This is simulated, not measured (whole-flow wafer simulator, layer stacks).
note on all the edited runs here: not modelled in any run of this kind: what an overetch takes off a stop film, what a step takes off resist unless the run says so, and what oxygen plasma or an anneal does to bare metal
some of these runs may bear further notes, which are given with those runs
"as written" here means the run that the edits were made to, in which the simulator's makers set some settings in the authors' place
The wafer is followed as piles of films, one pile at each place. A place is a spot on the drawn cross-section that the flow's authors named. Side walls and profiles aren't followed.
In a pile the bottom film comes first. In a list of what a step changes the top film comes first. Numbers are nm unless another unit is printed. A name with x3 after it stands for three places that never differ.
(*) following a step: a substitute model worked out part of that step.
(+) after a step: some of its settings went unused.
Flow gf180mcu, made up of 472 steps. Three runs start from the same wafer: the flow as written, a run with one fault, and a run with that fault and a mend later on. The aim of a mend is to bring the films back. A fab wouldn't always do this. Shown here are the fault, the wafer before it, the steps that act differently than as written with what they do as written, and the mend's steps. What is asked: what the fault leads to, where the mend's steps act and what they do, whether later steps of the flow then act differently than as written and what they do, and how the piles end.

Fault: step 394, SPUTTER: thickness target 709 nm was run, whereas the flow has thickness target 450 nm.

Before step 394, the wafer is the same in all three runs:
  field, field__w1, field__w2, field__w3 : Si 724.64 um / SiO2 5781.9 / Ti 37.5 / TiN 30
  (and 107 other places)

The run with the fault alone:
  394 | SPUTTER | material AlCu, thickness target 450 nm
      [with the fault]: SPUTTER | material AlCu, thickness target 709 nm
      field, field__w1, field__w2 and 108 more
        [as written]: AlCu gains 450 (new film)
        [with the fault]: AlCu gains 709 (new film)
  Steps further on in the flow that do not act as written (not shown: 1 more step that differs only slightly, by at most 2% or 0.5 nm, whichever is larger):
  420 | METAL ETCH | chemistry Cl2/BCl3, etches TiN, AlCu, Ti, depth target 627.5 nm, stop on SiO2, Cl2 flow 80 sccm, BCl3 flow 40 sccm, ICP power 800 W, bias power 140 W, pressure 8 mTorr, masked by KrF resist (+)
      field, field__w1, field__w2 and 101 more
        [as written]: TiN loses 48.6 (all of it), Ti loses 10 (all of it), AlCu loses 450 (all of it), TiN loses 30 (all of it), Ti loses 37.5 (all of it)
        [with the fault]: TiN loses 48.6 (all of it), Ti loses 10 (all of it), AlCu loses 568.9
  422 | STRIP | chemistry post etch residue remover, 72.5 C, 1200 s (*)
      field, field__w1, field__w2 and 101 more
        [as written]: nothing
        [with the fault]: AlCu loses 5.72
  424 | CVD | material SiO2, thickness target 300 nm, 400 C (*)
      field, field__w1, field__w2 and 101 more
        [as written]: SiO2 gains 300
        [with the fault]: SiO2 gains 300 (new film)
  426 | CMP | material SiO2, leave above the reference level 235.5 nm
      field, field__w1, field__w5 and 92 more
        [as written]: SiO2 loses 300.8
        [with the fault]: SiO2 loses 243.7
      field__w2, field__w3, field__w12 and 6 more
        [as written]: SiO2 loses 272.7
        [with the fault]: SiO2 loses 212.9
  The piles end different from the flow's at field, field__w1, field__w2 and 109 more by more than 2% or 0.5 nm, whichever is larger.
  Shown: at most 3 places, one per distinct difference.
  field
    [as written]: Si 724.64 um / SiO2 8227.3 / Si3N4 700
    [with the fault]: Si 724.64 um / SiO2 5781.9 / Ti 37.5 / TiN 30 / AlCu 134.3 / SiO2 2502.5 / Si3N4 700
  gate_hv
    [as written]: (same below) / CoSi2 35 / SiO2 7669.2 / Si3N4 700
    [with the fault]: (same below) / CoSi2 35 / SiO2 5223.8 / Ti 37.5 / TiN 30 / AlCu 134.3 / SiO2 2502.5 / Si3N4 700
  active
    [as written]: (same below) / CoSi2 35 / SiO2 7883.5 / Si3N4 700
    [with the fault]: (same below) / CoSi2 35 / SiO2 5438.1 / Ti 37.5 / TiN 30 / AlCu 134.3 / SiO2 2502.5 / Si3N4 700

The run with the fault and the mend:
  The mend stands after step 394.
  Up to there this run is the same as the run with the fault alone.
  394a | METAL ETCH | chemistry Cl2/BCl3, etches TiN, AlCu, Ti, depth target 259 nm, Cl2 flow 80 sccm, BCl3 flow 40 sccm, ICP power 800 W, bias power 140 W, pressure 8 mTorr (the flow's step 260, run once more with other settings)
      field, field__w1, field__w2 and 108 more
        AlCu loses 259
  None of the later steps of the flow acts differently than as written at any place that is followed.
  The piles end the same as the flow's at every place that both follow.
